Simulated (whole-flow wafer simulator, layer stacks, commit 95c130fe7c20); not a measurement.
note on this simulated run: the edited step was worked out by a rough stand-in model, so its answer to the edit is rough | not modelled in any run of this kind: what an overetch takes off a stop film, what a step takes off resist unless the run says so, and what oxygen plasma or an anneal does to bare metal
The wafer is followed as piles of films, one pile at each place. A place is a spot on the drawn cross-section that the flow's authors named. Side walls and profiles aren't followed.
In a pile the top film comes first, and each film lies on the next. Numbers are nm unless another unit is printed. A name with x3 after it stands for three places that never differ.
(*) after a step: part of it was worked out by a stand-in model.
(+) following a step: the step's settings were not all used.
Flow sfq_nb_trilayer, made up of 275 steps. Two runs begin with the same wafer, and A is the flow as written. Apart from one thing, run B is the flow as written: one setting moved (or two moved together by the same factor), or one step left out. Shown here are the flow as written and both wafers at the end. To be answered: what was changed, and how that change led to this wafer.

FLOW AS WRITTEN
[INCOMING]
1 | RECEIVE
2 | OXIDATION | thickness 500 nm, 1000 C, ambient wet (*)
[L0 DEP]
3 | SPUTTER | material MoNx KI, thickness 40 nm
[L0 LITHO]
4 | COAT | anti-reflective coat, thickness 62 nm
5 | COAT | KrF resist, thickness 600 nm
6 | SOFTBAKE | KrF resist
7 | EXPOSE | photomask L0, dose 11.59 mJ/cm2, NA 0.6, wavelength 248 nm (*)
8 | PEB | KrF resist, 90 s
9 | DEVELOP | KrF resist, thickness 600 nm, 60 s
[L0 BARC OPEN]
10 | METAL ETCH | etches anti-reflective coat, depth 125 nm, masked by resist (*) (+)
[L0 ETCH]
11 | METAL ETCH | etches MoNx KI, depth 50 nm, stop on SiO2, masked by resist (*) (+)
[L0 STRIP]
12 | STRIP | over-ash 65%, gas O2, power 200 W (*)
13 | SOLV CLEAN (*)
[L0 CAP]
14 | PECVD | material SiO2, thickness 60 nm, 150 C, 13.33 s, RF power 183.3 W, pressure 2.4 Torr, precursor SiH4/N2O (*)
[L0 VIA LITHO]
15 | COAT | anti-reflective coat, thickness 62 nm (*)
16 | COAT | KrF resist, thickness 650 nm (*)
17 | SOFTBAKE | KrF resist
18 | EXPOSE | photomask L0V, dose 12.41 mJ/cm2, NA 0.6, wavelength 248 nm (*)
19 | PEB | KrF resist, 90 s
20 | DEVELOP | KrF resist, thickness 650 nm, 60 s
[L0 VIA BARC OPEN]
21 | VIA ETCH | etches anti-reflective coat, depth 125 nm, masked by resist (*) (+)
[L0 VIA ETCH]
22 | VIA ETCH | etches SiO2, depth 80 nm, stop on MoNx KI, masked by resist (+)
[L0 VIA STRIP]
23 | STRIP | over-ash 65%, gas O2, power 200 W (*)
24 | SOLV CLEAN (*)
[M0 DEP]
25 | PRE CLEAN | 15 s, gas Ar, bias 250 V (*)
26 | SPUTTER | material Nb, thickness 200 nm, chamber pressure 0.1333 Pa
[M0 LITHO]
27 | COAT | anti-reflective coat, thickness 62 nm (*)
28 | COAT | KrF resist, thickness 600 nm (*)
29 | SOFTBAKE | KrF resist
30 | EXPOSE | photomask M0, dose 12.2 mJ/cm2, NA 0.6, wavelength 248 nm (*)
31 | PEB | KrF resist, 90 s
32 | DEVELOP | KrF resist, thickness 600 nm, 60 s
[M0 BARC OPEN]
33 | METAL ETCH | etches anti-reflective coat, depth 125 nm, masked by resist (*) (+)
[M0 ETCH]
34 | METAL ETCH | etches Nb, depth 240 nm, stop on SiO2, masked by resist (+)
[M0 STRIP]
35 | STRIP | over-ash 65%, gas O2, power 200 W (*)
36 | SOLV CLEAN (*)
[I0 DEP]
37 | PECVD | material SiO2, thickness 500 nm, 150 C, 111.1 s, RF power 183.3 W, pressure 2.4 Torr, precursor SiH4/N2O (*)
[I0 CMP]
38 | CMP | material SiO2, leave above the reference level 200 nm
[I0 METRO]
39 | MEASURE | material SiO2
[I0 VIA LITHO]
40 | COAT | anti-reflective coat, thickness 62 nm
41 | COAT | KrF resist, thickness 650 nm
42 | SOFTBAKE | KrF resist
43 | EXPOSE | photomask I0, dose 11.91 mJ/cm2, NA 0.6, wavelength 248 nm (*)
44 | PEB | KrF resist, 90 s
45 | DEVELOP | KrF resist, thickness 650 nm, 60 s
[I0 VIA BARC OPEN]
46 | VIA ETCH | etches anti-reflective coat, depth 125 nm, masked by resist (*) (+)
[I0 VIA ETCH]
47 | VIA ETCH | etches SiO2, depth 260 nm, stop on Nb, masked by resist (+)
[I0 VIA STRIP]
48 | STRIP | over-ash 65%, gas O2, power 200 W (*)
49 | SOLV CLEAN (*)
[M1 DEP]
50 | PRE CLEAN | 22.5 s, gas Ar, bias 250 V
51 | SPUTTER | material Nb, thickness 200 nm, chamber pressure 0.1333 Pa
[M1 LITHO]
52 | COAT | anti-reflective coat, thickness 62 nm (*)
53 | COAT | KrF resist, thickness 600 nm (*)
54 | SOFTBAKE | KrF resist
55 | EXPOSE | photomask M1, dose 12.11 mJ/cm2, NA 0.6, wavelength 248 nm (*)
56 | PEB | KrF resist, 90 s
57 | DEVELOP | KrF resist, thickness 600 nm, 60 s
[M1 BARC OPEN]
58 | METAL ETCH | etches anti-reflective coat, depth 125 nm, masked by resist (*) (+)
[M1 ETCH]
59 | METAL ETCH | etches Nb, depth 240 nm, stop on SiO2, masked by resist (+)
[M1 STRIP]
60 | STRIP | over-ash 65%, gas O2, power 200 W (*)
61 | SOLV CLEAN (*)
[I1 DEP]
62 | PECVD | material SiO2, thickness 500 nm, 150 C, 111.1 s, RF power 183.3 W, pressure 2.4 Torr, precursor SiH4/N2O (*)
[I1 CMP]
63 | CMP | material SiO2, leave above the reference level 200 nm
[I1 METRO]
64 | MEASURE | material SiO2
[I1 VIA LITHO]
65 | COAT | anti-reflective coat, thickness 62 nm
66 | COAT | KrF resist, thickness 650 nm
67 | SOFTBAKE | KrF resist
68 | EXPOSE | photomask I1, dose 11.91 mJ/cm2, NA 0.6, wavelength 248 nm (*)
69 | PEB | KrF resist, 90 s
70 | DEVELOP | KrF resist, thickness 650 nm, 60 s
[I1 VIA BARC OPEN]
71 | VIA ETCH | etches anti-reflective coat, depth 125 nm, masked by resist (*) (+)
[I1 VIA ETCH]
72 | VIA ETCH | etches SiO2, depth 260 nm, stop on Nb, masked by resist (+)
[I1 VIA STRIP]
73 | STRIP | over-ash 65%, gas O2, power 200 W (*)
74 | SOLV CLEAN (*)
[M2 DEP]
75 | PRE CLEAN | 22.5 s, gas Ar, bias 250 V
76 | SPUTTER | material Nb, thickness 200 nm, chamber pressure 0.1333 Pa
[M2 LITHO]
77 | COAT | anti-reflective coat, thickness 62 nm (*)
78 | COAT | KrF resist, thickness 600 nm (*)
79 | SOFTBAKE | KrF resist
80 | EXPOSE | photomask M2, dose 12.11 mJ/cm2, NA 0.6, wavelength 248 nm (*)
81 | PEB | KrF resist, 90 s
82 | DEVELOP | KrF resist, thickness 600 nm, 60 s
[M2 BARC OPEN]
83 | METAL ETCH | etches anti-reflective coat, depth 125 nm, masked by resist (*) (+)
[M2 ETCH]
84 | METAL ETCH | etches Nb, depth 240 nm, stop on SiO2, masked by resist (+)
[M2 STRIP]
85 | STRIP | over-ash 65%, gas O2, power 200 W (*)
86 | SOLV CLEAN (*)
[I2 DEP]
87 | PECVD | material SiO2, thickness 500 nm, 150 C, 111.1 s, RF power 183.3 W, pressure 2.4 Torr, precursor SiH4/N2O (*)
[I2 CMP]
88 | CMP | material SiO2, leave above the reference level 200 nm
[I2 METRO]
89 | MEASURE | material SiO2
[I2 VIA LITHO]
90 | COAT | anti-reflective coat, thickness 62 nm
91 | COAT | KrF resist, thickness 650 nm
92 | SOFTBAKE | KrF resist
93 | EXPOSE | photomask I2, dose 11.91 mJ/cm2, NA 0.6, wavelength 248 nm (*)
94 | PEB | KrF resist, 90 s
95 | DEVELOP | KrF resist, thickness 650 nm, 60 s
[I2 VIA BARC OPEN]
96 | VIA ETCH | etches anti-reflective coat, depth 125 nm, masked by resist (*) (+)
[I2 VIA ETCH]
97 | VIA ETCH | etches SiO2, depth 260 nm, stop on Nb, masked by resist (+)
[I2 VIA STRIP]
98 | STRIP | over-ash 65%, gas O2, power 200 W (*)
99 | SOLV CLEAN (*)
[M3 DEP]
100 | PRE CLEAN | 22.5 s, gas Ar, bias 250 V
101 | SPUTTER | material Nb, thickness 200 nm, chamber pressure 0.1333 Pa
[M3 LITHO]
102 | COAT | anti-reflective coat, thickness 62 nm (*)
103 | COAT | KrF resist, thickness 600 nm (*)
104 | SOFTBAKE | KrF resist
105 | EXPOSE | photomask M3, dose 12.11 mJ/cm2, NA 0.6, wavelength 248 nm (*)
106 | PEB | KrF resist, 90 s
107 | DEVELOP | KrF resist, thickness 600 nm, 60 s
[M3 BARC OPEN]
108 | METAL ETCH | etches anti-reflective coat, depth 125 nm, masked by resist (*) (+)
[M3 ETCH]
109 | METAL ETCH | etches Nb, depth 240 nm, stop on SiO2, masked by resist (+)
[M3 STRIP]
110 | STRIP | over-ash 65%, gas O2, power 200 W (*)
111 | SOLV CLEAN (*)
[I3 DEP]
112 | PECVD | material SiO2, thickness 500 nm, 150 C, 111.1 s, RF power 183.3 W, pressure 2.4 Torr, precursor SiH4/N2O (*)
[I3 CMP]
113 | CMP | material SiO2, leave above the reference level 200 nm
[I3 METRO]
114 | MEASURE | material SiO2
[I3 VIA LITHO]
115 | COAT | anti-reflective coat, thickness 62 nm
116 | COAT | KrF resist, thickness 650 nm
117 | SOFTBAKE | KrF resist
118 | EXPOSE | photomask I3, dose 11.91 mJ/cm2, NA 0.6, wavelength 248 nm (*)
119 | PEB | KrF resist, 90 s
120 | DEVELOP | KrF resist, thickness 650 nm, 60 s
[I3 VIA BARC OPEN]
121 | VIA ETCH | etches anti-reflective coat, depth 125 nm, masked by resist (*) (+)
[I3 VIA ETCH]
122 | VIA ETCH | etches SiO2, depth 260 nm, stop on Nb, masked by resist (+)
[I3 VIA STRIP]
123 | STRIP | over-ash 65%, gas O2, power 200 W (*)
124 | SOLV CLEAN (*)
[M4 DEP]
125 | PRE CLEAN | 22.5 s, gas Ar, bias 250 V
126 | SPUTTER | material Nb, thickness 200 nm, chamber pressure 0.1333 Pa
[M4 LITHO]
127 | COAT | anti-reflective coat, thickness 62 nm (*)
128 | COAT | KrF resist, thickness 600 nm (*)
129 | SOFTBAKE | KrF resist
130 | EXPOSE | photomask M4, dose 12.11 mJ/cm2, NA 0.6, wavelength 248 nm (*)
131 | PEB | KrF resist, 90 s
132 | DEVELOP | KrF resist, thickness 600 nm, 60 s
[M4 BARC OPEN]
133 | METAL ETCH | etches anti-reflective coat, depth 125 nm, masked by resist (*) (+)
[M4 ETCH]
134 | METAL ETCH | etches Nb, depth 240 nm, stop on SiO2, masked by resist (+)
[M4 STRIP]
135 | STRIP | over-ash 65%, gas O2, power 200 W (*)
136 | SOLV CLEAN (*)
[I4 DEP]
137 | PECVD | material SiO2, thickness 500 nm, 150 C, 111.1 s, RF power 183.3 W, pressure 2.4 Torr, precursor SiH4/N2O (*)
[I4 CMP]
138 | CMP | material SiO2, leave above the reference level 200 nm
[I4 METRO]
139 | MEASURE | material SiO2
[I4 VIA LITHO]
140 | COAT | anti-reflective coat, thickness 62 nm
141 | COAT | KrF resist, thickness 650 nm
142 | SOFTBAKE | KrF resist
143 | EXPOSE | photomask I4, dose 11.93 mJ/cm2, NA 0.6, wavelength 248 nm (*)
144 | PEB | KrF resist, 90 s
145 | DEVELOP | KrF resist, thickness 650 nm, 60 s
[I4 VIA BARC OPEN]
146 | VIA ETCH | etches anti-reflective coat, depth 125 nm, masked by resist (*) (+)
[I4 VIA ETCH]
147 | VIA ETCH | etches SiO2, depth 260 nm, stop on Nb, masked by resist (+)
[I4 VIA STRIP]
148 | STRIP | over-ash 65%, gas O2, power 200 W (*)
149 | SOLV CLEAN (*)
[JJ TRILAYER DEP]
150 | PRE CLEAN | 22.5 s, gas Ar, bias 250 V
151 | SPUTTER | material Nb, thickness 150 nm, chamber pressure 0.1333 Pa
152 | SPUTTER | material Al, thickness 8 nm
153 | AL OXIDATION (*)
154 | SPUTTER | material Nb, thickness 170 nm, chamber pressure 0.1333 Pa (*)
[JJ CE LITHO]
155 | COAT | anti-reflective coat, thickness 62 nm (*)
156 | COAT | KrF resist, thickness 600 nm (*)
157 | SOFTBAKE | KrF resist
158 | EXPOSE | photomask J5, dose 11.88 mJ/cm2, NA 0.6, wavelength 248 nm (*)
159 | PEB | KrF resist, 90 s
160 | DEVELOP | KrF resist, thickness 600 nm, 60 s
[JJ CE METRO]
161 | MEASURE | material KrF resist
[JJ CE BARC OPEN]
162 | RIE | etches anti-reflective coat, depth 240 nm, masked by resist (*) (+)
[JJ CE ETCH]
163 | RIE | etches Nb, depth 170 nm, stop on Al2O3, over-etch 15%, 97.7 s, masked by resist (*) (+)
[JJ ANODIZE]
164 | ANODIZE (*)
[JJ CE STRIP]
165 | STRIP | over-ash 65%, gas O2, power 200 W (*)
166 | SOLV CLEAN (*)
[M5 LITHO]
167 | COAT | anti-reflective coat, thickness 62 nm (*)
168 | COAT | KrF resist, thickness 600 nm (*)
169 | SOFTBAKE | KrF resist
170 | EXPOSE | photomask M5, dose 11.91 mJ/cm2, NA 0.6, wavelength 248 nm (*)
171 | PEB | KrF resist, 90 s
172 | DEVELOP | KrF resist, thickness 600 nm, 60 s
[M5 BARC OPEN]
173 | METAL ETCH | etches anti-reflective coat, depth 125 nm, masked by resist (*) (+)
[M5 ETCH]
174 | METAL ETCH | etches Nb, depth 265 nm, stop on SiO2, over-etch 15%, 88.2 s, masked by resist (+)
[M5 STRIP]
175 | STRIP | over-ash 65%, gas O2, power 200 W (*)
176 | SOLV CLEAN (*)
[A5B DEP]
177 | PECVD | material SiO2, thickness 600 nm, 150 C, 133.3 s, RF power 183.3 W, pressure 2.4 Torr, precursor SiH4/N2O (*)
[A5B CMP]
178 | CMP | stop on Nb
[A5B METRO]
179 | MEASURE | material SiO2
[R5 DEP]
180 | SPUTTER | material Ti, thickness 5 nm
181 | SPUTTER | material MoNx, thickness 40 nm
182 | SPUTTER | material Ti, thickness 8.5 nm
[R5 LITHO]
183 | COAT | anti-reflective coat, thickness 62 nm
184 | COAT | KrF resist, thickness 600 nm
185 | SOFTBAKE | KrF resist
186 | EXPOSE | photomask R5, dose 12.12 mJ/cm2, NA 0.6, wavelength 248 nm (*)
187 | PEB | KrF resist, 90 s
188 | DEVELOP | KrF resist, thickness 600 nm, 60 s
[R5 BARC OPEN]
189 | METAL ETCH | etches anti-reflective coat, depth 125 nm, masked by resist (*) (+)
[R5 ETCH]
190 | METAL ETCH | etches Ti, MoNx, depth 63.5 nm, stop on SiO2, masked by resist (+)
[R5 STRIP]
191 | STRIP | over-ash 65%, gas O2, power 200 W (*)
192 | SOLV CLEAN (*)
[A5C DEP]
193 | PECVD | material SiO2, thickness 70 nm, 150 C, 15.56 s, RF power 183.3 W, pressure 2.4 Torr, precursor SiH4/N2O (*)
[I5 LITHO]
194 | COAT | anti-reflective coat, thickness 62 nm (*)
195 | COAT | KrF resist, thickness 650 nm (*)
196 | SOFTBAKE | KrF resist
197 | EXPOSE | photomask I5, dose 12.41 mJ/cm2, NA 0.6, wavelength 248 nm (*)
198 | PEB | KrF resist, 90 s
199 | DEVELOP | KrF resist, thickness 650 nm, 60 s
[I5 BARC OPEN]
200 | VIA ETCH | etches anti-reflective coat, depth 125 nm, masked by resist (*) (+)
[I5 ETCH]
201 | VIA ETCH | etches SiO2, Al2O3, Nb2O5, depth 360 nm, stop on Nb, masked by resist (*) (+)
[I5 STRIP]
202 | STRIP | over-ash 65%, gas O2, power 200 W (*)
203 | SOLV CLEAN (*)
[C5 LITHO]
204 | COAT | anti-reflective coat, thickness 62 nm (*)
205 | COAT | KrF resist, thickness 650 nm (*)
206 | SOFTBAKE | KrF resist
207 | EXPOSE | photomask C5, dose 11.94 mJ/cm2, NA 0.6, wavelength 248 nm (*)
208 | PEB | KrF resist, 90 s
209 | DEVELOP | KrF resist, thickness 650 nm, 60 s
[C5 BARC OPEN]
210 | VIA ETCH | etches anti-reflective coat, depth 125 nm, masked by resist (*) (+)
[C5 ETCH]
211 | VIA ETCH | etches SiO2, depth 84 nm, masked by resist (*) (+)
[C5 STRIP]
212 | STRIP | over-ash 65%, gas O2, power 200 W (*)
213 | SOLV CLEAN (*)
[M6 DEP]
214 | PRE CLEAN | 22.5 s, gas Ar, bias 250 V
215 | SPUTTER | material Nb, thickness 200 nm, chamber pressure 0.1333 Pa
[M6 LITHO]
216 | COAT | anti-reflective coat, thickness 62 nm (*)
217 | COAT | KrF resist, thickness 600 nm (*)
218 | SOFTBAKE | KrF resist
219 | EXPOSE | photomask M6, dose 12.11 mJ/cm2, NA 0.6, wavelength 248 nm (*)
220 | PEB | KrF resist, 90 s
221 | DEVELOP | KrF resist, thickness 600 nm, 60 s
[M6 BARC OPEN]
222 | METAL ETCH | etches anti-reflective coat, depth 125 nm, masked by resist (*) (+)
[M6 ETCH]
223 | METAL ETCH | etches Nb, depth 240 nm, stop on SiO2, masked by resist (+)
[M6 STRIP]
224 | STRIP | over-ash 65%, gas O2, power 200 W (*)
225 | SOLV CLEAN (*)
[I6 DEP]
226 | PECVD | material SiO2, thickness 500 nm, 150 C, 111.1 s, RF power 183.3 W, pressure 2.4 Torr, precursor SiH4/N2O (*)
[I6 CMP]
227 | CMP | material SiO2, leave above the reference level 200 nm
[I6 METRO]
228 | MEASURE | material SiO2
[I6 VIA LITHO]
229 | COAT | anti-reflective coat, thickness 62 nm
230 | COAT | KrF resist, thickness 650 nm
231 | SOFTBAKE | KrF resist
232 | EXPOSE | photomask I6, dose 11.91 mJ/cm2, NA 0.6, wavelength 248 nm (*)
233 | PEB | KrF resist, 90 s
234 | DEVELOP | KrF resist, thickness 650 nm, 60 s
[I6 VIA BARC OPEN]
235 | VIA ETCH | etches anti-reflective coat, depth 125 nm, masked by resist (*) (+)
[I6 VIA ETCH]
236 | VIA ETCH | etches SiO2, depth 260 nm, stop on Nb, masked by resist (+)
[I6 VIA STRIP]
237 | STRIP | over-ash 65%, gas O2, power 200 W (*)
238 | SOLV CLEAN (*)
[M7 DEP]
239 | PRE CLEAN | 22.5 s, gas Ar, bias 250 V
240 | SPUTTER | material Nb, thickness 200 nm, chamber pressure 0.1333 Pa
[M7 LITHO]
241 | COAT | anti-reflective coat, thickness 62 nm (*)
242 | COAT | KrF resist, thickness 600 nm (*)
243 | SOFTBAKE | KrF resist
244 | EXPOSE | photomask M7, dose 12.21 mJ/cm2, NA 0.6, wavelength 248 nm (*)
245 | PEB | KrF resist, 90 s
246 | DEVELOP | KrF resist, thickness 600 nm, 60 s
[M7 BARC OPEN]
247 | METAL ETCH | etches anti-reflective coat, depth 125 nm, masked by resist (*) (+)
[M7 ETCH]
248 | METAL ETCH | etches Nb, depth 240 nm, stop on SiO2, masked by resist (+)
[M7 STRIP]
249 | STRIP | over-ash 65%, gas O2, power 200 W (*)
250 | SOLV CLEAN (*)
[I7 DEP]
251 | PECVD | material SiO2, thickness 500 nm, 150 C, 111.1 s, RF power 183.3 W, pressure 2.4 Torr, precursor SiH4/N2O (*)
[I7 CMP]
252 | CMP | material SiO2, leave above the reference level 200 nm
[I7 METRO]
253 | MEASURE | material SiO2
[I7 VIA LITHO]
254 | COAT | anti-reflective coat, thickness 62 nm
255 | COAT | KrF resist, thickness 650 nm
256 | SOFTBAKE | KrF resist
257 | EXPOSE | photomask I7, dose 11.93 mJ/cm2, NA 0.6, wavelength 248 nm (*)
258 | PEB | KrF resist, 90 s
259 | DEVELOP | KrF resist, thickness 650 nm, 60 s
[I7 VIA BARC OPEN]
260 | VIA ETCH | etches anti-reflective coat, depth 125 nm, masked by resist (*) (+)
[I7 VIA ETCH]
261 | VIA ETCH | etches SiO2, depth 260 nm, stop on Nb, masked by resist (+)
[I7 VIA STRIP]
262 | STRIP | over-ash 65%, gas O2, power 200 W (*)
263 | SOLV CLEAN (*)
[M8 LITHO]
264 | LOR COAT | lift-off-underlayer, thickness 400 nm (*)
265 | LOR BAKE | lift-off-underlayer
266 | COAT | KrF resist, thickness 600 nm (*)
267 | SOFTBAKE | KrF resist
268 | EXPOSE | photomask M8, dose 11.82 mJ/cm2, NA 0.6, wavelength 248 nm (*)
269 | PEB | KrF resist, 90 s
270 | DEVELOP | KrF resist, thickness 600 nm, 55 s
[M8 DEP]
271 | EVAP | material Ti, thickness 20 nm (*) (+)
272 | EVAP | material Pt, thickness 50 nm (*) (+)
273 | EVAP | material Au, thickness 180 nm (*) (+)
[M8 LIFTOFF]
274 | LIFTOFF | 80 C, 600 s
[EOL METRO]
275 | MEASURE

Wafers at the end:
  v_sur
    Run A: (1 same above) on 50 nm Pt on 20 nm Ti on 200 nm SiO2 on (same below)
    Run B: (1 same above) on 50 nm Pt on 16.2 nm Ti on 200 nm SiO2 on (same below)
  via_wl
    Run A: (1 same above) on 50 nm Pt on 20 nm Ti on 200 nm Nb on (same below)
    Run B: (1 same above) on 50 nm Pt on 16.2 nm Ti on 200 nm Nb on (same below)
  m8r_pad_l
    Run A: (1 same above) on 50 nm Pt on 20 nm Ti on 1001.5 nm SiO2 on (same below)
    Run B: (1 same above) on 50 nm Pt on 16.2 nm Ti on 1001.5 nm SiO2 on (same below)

The reason: step 271, EVAP: thickness 16.2 nm was run, whereas the flow has thickness 20 nm.
One can read it off the wafer: v_sur has Ti 16.2, and step 271 as written asks for 20 nm.

The path from the change to this, step by step:
  271 | EVAP | material Ti, thickness 20 nm (*) (+)
      field_l, v_sur, via_wl and 103 more: A Ti gains 20 (new film) | B Ti gains 16.2 (new film)
  274 | LIFTOFF | 80 C, 600 s
      p4_fl, p4_fm, p4_w1 and 71 more: A Au loses 180 (all of it), Pt loses 50 (all of it), Ti loses 20 (all of it), KrF resist loses 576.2 (all of it), lift-off-underlayer loses 400 (all of it) | B Au loses 180 (all of it), Pt loses 50 (all of it), Ti loses 16.2 (all of it), KrF resist loses 576.2 (all of it), lift-off-underlayer loses 400 (all of it)
      c5j, ce_r: A Au loses 180 (all of it), Pt loses 50 (all of it), Ti loses 20 (all of it), KrF resist loses 573.3 (all of it), lift-off-underlayer loses 399.3 (all of it) | B Au loses 180 (all of it), Pt loses 50 (all of it), Ti loses 16.2 (all of it), KrF resist loses 573.3 (all of it), lift-off-underlayer loses 399.3 (all of it)
      (also at 19 further places)
